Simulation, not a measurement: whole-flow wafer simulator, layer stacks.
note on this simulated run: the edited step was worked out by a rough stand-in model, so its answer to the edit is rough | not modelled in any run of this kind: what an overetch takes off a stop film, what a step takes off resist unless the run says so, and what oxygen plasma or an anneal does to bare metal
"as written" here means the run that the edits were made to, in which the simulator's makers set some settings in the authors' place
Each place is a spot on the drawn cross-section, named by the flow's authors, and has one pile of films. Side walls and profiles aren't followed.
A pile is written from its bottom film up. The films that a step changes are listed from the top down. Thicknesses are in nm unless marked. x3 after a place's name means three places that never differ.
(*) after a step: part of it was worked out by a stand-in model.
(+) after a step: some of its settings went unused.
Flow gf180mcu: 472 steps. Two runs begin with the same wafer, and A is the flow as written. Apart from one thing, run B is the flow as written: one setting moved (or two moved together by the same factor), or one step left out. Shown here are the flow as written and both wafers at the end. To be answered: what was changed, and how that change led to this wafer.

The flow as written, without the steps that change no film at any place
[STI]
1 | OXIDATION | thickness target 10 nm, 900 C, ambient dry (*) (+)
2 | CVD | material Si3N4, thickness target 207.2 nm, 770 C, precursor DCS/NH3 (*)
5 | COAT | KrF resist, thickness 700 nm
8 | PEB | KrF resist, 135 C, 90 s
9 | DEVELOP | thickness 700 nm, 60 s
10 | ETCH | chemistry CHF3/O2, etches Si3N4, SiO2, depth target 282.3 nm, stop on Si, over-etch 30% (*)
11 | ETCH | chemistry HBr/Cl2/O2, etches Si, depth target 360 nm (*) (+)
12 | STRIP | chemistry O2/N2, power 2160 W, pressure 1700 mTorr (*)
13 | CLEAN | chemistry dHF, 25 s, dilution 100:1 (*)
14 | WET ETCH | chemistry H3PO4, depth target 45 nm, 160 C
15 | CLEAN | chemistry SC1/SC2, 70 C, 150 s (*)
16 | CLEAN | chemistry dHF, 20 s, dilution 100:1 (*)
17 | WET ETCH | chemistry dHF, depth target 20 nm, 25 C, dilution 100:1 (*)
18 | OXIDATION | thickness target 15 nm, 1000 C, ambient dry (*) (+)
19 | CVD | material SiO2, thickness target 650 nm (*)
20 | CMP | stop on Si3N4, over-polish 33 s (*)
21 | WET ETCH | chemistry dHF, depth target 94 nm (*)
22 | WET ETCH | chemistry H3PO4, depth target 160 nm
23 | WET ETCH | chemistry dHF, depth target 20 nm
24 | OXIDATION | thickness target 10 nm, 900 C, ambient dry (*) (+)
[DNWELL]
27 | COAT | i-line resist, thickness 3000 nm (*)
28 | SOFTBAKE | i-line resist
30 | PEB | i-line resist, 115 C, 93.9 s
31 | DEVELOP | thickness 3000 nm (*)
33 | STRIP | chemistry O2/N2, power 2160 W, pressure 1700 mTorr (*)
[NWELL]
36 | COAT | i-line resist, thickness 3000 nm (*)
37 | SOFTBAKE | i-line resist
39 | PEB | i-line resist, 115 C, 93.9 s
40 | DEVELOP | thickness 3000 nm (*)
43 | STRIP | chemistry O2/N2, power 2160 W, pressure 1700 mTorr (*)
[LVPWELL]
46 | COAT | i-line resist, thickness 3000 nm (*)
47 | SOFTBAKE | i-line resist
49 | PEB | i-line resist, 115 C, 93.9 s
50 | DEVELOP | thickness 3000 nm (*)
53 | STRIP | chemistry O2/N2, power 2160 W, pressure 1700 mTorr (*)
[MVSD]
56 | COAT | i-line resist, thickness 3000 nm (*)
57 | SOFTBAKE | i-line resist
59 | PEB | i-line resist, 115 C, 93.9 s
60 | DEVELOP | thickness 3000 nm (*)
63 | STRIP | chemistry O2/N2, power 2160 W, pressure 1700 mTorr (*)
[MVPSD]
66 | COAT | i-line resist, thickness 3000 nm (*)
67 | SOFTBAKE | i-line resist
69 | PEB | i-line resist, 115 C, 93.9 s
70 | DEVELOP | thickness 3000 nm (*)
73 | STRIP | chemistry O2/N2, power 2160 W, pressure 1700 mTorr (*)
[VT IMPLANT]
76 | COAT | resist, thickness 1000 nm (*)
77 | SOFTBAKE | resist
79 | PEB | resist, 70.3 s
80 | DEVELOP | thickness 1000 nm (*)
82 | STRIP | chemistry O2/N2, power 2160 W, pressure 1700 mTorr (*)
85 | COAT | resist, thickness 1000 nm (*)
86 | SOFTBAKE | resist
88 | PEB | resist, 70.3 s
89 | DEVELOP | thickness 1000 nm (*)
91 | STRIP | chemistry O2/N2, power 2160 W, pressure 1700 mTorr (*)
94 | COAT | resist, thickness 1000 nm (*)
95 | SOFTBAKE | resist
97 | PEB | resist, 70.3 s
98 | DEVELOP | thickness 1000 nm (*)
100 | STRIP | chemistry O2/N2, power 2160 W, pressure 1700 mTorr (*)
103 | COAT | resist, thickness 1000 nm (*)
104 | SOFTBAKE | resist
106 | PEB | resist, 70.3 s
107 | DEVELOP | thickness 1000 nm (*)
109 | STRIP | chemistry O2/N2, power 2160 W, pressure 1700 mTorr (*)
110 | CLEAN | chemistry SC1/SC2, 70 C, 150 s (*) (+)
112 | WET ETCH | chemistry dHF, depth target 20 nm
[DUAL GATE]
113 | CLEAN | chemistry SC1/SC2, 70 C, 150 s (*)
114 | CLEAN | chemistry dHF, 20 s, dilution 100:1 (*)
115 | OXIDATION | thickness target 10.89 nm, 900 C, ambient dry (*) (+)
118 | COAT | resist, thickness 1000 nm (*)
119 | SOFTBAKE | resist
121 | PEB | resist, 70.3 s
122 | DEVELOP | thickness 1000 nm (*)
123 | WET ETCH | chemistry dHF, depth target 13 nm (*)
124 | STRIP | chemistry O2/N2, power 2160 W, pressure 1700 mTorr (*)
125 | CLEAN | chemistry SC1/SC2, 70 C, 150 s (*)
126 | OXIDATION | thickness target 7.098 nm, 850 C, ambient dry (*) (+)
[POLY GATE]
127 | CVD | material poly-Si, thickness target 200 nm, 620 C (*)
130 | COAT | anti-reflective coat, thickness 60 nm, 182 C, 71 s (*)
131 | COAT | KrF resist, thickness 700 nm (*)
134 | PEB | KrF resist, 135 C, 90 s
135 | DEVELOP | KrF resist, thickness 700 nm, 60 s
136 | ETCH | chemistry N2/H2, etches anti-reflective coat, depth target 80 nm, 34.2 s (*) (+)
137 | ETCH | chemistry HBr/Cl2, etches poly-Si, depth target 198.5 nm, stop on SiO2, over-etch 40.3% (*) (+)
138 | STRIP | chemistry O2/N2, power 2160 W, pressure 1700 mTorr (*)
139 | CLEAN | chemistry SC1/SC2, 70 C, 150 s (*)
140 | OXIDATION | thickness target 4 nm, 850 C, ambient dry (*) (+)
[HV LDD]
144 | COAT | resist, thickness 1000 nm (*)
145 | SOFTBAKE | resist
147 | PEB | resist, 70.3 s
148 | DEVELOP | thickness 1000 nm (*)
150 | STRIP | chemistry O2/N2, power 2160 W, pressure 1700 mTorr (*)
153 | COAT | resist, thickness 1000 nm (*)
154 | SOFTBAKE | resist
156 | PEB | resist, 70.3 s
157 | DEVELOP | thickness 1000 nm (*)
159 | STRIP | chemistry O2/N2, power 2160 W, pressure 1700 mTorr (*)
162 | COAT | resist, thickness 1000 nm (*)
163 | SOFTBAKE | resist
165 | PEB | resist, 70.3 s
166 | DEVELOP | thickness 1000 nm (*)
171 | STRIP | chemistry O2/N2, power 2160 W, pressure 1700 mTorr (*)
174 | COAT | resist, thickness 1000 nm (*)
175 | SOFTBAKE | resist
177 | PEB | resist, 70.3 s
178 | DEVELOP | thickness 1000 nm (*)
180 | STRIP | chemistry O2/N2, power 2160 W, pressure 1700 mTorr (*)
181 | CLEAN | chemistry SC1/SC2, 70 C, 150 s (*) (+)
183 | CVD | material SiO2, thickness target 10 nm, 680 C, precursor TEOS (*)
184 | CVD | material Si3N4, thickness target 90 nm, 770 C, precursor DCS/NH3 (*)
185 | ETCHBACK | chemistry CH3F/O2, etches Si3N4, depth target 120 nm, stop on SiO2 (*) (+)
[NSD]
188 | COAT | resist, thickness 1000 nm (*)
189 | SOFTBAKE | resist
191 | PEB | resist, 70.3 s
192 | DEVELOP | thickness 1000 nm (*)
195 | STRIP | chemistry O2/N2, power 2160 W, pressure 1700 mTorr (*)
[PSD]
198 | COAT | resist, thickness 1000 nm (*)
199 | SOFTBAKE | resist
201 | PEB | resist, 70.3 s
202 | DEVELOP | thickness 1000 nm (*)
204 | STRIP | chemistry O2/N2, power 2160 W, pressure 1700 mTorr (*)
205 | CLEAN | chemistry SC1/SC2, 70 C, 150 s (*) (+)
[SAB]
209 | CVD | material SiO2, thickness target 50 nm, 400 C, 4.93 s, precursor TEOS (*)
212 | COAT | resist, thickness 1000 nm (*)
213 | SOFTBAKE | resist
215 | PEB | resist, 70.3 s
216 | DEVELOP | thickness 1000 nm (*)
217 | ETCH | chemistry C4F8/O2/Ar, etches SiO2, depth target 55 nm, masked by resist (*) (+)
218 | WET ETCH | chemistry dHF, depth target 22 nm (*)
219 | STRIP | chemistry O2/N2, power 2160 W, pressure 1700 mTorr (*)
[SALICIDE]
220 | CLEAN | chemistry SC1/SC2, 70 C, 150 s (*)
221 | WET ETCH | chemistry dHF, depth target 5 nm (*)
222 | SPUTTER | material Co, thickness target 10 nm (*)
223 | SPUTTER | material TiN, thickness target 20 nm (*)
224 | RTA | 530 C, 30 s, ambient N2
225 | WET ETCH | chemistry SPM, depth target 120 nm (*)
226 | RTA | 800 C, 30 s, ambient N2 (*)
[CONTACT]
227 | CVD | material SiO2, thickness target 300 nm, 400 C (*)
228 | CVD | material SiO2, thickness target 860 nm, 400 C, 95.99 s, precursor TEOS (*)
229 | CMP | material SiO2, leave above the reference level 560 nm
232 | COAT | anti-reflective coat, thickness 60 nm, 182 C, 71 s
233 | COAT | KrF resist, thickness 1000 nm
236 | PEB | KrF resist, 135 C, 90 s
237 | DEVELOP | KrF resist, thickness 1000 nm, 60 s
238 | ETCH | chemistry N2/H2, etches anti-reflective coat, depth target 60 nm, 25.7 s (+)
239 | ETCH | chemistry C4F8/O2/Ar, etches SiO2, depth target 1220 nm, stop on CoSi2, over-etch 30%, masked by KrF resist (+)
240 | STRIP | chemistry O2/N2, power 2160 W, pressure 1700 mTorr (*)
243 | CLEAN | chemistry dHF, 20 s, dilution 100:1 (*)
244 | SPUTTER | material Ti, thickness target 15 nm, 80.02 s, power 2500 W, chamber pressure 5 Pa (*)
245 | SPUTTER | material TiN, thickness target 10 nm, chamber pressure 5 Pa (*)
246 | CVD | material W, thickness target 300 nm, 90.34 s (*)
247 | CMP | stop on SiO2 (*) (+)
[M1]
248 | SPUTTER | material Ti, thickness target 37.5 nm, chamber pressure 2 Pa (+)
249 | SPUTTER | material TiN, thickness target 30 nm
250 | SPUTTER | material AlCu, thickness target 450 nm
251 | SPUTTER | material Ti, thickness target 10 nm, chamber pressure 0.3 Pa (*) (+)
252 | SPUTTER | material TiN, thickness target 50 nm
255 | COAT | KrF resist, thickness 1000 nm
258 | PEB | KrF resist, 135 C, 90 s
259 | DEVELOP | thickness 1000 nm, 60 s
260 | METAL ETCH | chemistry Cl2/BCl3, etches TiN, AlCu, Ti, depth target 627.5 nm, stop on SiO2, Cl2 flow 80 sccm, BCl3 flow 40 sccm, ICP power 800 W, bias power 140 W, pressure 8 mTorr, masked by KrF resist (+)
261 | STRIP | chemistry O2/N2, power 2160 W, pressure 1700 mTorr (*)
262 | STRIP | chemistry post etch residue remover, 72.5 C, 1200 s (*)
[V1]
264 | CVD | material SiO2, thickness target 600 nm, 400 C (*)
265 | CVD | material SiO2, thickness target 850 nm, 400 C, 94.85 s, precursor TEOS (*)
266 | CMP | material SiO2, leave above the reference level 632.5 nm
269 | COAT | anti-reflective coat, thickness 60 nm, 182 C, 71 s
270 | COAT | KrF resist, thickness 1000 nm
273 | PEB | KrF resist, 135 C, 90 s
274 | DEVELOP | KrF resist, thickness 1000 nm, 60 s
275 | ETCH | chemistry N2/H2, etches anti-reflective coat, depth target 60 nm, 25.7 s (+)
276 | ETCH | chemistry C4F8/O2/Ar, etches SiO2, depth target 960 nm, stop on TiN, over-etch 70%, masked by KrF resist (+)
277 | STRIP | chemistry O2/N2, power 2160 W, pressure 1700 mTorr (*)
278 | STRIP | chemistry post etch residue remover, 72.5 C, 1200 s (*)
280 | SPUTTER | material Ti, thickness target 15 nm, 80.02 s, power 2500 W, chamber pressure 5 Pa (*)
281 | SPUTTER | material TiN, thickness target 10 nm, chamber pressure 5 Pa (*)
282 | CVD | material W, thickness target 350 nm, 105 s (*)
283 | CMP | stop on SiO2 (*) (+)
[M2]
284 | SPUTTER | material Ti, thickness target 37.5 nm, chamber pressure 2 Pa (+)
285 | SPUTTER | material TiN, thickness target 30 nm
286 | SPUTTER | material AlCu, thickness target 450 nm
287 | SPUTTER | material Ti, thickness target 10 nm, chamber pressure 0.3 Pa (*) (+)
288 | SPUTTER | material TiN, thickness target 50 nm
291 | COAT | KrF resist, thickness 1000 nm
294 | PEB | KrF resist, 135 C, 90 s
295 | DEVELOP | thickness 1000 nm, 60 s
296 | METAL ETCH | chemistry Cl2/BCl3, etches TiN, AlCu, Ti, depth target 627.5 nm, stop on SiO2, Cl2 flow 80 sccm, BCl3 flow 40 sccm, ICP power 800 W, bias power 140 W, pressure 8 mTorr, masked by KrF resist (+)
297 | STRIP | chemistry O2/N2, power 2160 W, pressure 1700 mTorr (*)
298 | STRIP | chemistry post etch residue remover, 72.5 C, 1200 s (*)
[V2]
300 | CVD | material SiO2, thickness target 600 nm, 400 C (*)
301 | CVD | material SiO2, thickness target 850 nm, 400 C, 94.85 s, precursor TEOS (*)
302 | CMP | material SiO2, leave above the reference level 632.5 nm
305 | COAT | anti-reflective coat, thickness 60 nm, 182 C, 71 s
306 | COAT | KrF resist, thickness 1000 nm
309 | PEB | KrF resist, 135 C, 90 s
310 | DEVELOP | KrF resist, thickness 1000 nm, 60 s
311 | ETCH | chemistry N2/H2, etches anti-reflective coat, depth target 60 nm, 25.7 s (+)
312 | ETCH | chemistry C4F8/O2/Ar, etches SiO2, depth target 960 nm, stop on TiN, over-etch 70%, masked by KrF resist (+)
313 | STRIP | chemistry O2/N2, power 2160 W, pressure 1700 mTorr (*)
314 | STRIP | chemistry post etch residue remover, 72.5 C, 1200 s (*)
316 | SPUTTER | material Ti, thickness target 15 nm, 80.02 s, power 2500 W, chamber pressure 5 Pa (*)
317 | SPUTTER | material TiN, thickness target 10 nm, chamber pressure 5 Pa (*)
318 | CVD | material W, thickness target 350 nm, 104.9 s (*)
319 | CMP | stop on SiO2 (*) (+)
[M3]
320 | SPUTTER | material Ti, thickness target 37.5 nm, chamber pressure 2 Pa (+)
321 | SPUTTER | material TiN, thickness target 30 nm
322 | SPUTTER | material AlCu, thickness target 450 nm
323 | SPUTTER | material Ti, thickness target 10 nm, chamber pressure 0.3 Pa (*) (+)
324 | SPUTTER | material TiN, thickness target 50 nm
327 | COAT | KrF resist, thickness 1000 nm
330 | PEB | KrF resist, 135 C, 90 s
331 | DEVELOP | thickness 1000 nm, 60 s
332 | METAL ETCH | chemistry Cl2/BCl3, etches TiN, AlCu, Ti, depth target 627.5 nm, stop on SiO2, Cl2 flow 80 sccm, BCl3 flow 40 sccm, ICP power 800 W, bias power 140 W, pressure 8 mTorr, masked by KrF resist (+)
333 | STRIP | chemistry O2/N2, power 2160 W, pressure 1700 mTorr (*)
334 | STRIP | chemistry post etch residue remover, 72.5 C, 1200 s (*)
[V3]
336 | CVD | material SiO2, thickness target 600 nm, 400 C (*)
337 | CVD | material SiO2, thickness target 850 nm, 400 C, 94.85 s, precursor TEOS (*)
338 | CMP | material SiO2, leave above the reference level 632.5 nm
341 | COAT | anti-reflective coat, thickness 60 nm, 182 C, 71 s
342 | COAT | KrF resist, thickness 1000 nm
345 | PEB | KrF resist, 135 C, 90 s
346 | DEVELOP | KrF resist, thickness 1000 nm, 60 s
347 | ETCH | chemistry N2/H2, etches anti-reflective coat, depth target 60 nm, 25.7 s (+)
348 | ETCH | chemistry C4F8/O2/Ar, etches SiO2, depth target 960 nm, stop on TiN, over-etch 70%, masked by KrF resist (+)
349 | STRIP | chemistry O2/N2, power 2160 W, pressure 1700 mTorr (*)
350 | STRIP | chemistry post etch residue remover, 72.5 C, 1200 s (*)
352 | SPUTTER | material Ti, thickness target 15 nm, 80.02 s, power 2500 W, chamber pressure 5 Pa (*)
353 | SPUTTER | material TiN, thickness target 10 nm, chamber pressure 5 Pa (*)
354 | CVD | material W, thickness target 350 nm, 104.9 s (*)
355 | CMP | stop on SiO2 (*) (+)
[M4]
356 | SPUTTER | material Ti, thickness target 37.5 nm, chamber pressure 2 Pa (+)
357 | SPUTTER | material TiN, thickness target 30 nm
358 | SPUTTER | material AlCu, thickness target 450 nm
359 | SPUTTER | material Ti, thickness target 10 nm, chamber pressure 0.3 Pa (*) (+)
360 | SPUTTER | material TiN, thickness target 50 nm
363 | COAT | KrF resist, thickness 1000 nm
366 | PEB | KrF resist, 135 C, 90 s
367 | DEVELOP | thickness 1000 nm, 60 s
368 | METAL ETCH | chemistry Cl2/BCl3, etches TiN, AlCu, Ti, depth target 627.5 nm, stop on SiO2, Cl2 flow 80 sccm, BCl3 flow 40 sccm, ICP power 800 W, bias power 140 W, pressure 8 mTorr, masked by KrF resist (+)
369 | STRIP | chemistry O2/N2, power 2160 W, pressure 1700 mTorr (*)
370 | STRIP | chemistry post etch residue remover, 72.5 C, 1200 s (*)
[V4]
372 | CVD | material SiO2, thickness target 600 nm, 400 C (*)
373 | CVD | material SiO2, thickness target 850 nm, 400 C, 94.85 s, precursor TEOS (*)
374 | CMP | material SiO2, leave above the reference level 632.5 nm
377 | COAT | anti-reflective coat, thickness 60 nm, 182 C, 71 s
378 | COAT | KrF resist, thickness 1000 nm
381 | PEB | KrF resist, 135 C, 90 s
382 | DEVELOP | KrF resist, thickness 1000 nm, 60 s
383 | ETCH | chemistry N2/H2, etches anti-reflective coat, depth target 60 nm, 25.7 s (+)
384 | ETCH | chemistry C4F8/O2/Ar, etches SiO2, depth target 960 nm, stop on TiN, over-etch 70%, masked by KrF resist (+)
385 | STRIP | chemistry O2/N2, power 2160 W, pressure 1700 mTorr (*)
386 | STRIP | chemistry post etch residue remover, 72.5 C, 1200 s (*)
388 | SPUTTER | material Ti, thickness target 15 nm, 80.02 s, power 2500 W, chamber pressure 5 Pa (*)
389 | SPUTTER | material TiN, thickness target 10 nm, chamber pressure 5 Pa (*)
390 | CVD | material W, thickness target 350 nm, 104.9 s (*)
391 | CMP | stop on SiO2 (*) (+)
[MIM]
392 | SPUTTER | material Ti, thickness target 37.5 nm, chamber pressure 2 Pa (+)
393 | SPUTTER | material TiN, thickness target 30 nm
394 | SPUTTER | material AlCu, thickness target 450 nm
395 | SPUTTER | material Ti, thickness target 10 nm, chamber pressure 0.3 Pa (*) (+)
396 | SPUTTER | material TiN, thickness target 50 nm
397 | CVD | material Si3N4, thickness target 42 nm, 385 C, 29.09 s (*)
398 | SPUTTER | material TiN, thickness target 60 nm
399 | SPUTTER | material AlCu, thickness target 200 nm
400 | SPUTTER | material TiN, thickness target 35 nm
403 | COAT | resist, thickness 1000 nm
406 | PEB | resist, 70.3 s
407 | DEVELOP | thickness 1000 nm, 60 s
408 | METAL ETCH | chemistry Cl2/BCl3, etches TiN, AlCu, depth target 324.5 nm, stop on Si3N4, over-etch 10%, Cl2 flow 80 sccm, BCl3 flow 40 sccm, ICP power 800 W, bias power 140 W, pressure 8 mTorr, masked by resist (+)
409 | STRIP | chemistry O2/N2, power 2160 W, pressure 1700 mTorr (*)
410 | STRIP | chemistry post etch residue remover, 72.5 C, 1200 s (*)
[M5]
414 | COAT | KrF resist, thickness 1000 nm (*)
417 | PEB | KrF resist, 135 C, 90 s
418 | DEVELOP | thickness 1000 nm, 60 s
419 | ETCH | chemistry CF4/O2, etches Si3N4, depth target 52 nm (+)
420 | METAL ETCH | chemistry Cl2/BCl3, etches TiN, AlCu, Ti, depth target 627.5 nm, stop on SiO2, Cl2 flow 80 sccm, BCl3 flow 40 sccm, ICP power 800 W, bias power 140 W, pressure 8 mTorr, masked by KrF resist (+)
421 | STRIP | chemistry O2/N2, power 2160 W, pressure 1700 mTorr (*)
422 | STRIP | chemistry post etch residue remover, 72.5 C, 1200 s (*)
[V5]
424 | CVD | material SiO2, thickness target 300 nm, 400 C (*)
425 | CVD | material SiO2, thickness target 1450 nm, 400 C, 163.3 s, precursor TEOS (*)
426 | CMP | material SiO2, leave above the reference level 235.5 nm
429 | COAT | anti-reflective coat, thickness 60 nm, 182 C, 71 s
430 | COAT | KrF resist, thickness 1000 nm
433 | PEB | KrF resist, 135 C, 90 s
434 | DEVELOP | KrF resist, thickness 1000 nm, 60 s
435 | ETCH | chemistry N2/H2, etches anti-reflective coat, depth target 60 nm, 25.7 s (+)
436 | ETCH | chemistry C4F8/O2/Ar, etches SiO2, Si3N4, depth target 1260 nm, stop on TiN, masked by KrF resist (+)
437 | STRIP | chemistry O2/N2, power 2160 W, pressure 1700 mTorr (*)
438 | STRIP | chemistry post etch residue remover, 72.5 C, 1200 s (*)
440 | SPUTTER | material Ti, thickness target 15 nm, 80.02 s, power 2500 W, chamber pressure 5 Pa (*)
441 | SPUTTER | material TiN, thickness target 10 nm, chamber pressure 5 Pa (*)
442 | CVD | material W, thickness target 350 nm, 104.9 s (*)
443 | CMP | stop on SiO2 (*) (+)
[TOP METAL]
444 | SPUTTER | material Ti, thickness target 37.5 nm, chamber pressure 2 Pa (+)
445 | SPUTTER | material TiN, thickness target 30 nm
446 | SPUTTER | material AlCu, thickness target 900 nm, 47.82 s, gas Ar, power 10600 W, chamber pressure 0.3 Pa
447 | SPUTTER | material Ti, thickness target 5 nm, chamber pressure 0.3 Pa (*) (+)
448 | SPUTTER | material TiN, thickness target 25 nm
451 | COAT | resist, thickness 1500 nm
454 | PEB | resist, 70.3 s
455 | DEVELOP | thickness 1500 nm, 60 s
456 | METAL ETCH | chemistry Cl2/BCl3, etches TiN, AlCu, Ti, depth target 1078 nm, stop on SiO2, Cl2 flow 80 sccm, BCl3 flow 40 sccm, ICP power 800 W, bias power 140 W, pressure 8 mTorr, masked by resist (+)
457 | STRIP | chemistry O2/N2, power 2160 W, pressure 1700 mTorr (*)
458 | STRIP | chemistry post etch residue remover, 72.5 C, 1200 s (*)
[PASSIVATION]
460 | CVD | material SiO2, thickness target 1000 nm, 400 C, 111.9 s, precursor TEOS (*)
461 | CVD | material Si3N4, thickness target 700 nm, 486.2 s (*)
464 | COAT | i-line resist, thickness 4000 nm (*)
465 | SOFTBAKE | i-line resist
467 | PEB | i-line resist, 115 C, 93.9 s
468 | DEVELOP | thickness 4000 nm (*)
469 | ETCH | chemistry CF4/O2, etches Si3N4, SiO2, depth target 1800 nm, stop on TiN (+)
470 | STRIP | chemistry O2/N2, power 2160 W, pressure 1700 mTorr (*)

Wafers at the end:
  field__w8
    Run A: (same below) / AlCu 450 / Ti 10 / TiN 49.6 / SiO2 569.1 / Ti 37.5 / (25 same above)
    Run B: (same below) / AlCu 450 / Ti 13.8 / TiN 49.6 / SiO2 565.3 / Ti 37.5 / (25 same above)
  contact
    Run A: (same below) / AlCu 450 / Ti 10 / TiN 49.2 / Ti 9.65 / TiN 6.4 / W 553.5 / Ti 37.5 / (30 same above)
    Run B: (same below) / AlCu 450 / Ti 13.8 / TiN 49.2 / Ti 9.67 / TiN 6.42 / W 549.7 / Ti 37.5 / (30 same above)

What caused this: step 287, SPUTTER: thickness target 13.8 nm was run, while the flow as written has thickness target 10 nm.
The wafer itself shows it: field__w8 has Ti 13.8, and step 287 as written asks for 10 nm.

How this came from the change, step by step:
  287 | SPUTTER | material Ti, thickness target 10 nm, chamber pressure 0.3 Pa (*) (+)
      field, field__w1, field__w2 and 108 more: A +10 Ti (new film) | B +13.8 Ti (new film)
  296 | METAL ETCH | chemistry Cl2/BCl3, etches TiN, AlCu, Ti, depth target 627.5 nm, stop on SiO2, Cl2 flow 80 sccm, BCl3 flow 40 sccm, ICP power 800 W, bias power 140 W, pressure 8 mTorr, masked by KrF resist (+)
      field, field__w1, field__w2 and 103 more: A -50 TiN (all of it), -10 Ti (all of it), -450 AlCu (all of it), -30 TiN (all of it), -37.5 Ti (all of it) | B -50 TiN (all of it), -13.8 Ti (all of it), -450 AlCu (all of it), -30 TiN (all of it), -37.5 Ti (all of it)
